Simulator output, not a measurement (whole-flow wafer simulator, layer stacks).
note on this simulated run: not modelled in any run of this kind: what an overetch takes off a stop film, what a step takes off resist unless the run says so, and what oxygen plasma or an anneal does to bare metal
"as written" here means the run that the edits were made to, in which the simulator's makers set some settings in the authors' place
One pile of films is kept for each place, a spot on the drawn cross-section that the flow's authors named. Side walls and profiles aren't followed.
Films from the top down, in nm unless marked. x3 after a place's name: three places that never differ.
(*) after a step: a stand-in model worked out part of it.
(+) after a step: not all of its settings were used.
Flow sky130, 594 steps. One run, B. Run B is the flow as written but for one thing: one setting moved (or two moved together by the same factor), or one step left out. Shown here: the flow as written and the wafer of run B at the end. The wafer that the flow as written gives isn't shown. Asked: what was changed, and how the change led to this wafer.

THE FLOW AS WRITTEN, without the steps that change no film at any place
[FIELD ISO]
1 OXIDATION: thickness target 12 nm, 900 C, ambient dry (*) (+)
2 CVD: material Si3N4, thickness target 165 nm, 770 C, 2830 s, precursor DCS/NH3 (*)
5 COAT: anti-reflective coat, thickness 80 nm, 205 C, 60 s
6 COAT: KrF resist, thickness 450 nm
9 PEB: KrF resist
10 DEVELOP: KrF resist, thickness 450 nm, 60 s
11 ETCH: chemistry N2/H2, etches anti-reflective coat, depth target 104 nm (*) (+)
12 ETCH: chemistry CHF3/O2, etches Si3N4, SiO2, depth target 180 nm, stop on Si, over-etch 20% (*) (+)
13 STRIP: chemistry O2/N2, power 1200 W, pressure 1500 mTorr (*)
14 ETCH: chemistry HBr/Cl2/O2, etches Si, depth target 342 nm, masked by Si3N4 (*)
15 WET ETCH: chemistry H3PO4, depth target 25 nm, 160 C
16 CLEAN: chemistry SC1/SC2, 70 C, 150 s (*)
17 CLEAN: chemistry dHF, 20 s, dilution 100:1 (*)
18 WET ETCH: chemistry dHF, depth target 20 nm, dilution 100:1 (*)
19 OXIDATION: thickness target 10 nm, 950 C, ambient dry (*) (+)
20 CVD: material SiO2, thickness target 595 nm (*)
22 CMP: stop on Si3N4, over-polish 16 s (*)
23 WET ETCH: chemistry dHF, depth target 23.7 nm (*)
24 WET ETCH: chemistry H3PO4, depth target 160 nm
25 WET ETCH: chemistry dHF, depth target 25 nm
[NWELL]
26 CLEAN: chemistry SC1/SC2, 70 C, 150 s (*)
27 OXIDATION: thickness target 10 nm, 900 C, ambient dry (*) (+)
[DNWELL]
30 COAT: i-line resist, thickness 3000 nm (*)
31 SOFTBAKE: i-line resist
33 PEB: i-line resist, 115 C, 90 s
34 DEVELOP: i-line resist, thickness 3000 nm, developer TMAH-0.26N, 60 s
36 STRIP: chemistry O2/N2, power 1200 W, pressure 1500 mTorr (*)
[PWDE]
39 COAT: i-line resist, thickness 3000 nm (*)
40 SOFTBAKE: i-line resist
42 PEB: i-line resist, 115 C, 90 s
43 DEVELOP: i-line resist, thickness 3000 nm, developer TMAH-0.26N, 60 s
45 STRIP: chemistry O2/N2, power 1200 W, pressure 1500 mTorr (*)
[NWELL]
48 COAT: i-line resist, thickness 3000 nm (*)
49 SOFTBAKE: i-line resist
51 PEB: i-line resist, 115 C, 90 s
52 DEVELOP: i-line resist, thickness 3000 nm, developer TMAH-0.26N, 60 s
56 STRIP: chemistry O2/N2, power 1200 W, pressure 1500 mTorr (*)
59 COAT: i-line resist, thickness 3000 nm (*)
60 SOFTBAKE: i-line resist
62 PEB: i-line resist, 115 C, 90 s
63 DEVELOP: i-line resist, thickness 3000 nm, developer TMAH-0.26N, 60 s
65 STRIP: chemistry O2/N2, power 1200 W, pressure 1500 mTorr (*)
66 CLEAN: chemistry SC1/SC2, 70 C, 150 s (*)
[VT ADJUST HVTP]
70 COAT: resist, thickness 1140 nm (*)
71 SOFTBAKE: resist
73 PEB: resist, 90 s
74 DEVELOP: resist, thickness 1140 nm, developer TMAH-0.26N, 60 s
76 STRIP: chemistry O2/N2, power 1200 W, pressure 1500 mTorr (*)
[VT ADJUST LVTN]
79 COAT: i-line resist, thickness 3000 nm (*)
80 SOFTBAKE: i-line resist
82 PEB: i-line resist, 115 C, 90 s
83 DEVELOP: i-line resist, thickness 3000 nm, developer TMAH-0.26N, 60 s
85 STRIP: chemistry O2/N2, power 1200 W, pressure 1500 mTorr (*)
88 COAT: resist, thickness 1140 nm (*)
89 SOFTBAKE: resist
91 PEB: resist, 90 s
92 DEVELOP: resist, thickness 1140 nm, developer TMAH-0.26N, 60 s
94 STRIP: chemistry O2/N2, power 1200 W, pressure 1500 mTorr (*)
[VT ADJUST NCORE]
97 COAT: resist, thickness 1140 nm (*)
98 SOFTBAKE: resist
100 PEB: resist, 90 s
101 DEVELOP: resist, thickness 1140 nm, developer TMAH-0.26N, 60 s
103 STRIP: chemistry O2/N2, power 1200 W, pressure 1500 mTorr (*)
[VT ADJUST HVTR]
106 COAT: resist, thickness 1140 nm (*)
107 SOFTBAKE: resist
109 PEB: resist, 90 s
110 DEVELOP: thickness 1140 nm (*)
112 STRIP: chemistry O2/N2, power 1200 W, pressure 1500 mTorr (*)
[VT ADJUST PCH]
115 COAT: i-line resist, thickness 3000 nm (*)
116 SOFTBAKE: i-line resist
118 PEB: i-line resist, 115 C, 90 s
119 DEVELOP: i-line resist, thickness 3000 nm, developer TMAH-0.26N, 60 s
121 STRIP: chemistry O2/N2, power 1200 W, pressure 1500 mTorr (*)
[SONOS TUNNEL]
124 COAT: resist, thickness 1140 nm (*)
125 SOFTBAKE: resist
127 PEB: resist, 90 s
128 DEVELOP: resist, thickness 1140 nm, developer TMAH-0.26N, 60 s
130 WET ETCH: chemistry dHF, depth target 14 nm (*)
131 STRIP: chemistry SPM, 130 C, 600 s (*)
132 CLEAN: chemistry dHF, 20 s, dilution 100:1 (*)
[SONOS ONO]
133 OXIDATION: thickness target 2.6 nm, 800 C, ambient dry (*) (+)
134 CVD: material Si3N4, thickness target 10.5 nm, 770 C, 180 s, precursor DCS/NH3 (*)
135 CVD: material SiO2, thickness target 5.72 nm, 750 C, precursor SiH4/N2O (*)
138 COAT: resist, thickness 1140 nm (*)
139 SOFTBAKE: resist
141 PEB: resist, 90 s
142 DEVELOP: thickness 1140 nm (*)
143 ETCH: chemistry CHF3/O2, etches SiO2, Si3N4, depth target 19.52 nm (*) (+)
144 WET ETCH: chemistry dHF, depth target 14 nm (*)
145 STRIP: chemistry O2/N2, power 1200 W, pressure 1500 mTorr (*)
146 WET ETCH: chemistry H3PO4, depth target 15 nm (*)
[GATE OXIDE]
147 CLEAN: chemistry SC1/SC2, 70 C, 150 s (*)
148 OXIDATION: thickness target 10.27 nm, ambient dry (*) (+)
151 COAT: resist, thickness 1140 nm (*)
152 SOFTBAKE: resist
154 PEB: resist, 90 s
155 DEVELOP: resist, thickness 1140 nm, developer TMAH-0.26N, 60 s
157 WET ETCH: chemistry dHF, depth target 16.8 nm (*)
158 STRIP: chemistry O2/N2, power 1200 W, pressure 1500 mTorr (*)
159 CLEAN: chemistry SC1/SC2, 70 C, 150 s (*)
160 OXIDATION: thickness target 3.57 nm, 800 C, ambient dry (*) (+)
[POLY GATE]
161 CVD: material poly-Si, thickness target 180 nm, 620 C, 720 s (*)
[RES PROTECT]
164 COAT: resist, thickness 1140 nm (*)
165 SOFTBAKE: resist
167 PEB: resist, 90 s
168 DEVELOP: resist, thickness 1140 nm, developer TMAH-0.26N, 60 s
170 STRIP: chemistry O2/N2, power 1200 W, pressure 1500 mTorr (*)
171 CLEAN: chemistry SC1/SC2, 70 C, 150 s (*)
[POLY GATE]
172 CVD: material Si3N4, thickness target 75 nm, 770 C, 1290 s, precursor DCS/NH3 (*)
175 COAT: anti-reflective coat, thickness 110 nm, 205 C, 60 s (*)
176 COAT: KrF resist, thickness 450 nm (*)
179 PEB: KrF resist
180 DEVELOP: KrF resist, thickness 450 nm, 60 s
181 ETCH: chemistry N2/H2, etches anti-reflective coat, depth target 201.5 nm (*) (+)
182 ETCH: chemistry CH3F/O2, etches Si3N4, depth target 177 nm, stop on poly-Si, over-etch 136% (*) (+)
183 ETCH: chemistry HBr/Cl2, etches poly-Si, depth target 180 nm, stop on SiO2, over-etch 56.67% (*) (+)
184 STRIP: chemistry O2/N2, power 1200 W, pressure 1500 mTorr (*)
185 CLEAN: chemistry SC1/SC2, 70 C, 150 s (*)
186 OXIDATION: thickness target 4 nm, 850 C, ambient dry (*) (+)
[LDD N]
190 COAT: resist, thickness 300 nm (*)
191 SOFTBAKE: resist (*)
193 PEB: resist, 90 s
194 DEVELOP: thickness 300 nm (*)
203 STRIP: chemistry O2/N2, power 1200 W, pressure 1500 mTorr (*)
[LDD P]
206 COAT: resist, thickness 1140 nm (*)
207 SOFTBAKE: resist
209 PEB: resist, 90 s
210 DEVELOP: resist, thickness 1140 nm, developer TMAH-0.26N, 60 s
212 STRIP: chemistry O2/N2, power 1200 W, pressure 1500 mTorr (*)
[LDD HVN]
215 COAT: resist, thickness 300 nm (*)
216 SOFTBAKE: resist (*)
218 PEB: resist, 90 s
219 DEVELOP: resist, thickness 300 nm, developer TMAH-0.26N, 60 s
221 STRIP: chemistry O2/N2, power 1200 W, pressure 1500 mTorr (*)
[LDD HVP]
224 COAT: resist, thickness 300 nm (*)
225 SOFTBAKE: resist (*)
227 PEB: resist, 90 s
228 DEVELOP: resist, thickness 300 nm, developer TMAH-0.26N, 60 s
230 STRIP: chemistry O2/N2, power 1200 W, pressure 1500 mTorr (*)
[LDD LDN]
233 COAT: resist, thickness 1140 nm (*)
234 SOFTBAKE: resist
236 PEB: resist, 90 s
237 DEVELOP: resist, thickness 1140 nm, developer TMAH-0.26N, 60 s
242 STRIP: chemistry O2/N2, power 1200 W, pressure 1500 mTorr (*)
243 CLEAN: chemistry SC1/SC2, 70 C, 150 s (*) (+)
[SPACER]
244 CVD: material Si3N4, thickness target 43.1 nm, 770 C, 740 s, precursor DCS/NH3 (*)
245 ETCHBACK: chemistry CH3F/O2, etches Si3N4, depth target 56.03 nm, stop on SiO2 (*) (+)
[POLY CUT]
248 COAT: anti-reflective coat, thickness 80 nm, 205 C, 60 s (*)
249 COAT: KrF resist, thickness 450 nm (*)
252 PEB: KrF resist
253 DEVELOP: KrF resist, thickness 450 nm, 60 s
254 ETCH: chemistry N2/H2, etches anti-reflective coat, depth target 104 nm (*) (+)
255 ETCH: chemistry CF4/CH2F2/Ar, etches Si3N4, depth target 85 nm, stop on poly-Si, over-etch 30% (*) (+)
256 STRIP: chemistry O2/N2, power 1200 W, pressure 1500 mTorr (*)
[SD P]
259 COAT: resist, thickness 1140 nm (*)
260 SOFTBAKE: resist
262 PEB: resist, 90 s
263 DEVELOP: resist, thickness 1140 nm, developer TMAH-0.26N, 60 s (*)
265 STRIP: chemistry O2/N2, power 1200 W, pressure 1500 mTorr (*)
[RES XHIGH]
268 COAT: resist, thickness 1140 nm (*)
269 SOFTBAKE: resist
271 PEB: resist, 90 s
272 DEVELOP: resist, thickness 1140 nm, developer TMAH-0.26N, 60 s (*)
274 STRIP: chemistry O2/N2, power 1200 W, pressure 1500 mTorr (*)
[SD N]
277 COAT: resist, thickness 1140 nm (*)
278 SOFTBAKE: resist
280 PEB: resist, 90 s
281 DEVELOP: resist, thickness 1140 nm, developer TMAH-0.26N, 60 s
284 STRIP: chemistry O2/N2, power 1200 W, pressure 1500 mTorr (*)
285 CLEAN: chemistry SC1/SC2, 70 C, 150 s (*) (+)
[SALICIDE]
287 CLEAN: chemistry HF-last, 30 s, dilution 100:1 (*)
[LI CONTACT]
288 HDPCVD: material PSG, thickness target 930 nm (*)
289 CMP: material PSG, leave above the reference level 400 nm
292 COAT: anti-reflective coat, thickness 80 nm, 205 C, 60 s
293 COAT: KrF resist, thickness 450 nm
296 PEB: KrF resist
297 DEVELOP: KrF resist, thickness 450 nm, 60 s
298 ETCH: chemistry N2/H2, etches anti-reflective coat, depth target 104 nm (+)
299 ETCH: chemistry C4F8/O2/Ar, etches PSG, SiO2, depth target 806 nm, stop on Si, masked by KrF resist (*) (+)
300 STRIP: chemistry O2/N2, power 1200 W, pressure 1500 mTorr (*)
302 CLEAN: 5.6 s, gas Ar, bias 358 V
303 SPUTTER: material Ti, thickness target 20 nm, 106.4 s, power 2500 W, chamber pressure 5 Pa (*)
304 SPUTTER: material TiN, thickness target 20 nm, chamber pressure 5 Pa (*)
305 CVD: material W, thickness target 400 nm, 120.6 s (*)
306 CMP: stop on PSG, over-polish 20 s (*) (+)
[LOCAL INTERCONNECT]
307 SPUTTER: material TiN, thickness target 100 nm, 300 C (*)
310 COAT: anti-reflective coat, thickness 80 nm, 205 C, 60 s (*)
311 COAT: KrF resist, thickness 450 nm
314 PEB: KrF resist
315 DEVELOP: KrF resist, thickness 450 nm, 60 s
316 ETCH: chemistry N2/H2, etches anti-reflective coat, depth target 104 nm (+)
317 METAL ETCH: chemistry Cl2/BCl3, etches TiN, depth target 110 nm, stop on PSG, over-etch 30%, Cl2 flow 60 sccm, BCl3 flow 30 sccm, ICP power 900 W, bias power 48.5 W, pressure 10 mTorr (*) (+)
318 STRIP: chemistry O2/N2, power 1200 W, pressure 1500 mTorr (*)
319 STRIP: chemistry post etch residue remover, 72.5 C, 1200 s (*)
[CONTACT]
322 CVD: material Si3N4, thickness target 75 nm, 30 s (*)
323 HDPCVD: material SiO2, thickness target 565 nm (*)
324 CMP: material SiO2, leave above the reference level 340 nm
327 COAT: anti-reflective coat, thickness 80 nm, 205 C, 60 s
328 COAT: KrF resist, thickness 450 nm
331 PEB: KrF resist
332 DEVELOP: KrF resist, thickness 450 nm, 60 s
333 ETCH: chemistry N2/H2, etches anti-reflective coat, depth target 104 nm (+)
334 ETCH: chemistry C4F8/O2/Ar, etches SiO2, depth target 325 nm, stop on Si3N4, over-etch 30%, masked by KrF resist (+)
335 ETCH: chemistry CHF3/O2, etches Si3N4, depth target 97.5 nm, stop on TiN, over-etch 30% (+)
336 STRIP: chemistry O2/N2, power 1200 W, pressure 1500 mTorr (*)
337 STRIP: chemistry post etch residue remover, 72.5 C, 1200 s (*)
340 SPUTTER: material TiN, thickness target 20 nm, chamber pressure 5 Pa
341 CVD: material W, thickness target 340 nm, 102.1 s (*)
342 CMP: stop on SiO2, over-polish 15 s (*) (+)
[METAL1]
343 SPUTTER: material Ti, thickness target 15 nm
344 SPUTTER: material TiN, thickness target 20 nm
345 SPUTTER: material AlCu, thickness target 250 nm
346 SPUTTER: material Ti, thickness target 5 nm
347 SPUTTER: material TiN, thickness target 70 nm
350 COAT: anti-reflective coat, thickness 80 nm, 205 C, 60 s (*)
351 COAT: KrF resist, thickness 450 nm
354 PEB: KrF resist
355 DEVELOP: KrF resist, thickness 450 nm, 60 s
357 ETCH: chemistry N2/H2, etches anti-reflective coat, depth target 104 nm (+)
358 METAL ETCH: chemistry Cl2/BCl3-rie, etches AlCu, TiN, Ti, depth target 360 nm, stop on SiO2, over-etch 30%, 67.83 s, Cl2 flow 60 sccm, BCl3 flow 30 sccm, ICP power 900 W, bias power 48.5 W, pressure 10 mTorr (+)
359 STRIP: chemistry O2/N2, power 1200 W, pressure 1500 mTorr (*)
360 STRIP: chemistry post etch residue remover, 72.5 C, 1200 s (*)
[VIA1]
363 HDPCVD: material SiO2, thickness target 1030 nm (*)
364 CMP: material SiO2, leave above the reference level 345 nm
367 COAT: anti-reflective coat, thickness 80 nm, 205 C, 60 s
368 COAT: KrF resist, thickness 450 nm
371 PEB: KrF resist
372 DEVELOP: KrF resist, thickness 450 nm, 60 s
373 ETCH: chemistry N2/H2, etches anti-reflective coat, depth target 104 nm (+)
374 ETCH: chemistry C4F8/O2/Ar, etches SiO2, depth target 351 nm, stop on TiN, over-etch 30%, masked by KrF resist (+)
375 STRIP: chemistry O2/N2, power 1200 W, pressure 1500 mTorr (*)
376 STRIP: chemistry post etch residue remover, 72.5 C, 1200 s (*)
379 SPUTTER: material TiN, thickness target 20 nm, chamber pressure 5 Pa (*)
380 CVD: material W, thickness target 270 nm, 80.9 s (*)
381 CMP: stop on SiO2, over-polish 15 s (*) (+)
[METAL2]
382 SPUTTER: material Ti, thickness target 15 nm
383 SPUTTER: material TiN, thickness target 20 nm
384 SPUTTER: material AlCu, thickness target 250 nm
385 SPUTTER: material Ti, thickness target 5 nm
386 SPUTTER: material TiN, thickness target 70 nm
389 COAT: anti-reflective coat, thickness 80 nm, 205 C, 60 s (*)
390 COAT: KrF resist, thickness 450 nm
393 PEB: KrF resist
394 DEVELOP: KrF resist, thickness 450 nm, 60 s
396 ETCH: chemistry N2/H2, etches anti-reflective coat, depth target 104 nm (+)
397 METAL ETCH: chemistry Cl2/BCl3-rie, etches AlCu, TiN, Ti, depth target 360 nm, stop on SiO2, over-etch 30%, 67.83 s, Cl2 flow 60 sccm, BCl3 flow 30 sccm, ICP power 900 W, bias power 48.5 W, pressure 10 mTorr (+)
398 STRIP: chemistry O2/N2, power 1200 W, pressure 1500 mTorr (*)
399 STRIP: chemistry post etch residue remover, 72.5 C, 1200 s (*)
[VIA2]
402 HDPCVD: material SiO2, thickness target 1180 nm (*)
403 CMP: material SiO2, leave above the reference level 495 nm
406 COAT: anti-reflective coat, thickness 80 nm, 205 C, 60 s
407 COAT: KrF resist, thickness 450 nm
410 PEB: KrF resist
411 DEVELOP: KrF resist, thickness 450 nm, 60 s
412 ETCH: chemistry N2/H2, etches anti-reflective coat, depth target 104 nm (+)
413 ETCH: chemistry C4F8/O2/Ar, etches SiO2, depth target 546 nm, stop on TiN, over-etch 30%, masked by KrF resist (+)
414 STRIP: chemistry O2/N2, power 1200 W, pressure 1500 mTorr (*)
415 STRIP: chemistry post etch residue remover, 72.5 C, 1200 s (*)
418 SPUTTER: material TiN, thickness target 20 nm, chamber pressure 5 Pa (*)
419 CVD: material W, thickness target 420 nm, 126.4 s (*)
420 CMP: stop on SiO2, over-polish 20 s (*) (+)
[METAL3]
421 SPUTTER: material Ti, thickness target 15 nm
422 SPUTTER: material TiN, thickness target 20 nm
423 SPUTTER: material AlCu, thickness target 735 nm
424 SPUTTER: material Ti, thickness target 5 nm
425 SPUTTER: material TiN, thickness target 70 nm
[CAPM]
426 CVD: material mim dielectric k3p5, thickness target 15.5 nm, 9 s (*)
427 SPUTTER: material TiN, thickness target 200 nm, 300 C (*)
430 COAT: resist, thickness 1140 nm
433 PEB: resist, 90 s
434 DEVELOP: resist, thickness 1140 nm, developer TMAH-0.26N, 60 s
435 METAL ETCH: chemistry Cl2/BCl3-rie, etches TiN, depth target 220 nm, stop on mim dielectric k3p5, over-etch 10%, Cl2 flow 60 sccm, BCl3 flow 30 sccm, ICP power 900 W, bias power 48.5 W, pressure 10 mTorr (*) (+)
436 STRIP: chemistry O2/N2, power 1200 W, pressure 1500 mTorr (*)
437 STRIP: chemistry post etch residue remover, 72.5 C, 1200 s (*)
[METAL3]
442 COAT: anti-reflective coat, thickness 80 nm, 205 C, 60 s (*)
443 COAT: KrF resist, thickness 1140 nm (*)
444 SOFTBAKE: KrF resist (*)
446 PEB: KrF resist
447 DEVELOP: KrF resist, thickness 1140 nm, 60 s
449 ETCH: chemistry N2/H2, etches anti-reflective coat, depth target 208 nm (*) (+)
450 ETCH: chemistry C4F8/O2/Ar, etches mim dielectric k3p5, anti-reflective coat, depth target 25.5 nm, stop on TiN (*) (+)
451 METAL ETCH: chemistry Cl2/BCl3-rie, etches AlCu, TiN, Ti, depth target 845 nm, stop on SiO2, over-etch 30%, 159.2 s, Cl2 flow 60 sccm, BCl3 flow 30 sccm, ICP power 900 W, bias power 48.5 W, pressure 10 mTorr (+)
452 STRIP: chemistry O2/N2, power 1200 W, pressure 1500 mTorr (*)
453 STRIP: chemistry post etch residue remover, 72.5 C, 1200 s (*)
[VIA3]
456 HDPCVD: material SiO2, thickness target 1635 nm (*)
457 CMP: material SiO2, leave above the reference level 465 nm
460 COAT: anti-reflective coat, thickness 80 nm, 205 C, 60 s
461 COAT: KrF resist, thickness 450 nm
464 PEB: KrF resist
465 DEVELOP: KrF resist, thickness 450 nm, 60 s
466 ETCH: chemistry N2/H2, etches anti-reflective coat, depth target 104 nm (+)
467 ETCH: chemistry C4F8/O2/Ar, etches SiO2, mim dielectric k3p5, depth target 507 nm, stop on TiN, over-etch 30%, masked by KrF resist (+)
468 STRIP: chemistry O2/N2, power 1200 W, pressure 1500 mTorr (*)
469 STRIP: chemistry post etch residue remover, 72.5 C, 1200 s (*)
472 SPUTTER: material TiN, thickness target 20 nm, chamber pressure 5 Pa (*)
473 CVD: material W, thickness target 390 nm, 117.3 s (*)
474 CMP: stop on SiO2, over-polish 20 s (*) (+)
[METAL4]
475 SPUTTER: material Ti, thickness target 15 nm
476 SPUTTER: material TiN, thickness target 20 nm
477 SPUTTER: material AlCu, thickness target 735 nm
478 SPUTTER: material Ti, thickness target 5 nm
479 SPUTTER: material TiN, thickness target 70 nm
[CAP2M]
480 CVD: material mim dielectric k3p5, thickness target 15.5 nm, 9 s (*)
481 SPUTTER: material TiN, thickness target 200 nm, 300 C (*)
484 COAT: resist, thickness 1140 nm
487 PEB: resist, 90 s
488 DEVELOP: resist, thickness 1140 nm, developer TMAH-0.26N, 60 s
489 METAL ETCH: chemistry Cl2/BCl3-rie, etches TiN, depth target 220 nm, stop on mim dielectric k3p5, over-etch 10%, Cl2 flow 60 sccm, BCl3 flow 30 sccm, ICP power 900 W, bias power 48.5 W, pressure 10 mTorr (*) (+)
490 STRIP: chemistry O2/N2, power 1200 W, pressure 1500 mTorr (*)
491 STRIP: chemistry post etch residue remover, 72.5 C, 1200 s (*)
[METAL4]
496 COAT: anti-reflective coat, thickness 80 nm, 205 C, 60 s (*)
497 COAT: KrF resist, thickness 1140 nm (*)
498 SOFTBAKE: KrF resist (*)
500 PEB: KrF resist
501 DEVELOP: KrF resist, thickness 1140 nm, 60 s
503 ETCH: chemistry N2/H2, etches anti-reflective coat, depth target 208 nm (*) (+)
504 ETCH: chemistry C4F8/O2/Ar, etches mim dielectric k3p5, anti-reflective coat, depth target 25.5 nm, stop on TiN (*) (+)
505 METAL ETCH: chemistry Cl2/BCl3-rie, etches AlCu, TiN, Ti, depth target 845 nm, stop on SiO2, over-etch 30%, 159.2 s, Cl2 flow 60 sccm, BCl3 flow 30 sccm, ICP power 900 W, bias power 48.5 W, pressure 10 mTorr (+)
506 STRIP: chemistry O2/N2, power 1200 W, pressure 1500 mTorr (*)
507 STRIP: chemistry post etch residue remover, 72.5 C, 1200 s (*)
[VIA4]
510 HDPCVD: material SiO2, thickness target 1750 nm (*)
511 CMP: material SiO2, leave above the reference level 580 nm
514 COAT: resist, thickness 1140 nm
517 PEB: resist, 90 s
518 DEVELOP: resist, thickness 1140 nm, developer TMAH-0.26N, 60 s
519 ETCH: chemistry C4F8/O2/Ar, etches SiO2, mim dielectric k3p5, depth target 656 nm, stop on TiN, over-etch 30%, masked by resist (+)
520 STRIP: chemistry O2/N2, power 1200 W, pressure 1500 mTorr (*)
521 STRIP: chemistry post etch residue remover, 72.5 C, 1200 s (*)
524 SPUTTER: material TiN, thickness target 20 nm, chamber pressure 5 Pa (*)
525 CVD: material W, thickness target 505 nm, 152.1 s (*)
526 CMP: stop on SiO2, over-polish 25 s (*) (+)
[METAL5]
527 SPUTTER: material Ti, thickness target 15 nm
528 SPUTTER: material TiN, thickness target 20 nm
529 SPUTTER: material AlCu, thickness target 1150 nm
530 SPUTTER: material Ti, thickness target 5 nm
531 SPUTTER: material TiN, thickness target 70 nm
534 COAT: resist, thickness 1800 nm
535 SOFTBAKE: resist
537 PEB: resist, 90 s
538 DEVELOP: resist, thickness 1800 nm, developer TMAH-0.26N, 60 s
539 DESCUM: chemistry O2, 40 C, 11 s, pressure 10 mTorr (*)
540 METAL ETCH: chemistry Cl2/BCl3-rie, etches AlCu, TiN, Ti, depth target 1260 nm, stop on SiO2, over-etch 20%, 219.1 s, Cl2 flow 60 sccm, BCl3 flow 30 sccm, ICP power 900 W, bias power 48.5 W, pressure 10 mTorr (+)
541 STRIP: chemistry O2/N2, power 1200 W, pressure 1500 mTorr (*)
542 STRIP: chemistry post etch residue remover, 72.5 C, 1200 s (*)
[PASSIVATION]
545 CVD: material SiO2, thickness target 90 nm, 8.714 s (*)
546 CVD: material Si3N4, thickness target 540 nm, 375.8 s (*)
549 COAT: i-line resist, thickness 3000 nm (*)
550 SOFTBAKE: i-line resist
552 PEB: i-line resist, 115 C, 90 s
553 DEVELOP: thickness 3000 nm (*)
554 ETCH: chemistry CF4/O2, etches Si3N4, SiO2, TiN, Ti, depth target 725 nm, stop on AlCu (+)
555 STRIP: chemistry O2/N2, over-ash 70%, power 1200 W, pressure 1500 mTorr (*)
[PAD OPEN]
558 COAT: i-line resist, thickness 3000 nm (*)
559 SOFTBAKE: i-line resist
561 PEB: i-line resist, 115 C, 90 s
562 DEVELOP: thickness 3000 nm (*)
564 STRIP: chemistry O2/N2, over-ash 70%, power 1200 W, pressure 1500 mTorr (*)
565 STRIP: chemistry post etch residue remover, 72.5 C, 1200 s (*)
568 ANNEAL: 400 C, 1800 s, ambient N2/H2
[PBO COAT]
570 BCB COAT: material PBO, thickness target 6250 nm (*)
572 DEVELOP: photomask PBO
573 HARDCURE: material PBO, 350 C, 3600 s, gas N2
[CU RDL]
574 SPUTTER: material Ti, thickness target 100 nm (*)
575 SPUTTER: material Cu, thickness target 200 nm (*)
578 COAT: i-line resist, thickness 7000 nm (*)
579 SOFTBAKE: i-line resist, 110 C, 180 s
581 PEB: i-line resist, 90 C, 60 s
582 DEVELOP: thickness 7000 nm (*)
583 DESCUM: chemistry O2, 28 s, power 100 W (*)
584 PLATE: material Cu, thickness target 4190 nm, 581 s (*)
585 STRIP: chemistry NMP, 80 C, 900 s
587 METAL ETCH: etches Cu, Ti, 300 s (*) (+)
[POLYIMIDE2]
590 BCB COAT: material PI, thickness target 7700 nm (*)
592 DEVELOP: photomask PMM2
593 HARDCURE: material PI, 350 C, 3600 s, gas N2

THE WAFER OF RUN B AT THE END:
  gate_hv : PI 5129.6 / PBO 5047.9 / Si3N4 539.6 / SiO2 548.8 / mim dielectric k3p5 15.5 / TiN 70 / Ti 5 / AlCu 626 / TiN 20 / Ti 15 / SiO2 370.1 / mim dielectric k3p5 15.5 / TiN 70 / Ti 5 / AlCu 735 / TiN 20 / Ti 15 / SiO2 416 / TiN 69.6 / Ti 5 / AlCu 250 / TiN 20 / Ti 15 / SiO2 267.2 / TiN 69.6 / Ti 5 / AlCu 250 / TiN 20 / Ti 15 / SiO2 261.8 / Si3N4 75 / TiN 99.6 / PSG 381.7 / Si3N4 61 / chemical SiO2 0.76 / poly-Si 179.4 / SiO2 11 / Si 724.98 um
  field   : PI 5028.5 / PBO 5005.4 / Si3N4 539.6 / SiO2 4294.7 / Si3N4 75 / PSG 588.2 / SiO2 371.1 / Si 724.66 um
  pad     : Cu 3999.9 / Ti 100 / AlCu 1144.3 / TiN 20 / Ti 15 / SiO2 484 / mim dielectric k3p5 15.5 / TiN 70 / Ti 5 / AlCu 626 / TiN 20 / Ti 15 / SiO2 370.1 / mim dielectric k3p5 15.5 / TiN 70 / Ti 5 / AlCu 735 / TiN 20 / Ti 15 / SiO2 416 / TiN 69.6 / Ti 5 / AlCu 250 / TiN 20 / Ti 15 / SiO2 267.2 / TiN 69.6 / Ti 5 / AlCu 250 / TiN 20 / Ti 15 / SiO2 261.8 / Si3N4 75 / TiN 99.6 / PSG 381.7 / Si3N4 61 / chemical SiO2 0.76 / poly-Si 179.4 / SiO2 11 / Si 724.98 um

The cause: step 477, SPUTTER: thickness target 626 nm was run, where the flow has thickness target 735 nm.
It can be read off the wafer: gate_hv has AlCu 626, and step 477 as written asks for 735 nm.

How the change led to this, step by step:
  477 SPUTTER: material AlCu, thickness target 735 nm
      field, active, n_well and 189 more: AlCu +626 (new film) (as written it would be: AlCu +735 (new film))
  505 METAL ETCH: chemistry Cl2/BCl3-rie, etches AlCu, TiN, Ti, depth target 845 nm, stop on SiO2, over-etch 30%, 159.2 s, Cl2 flow 60 sccm, BCl3 flow 30 sccm, ICP power 900 W, bias power 48.5 W, pressure 10 mTorr (+)
      field, active, gate and 70 more: TiN -70 (all of it), Ti -5 (all of it), AlCu -626 (all of it), TiN -20 (all of it), Ti -15 (all of it), SiO2 -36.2 (as written it would be: TiN -70 (all of it), Ti -5 (all of it), AlCu -735 (all of it), TiN -20 (all of it), Ti -15 (all of it), SiO2 -25.4)
      vpp_iso1, mim_edge_plate, m1_ln and 12 more: TiN -70 (all of it), Ti -5 (all of it), AlCu -626 (all of it), TiN -20 (all of it), Ti -15 (all of it), SiO2 -36.2 (as written it would be: TiN -70 (all of it), Ti -5 (all of it), AlCu -735 (all of it), TiN -20 (all of it), Ti -15 (all of it), SiO2 -25.3)
  511 CMP: material SiO2, leave above the reference level 580 nm
      field, active, gate and 75 more: SiO2 -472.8 (as written it would be: SiO2 -374.7)
      iso_guard__w1, mim_edge_gap, vpp_l1ln and 6 more: SiO2 -472.8 (as written it would be: SiO2 -374.6)
      (and at 1 more place)
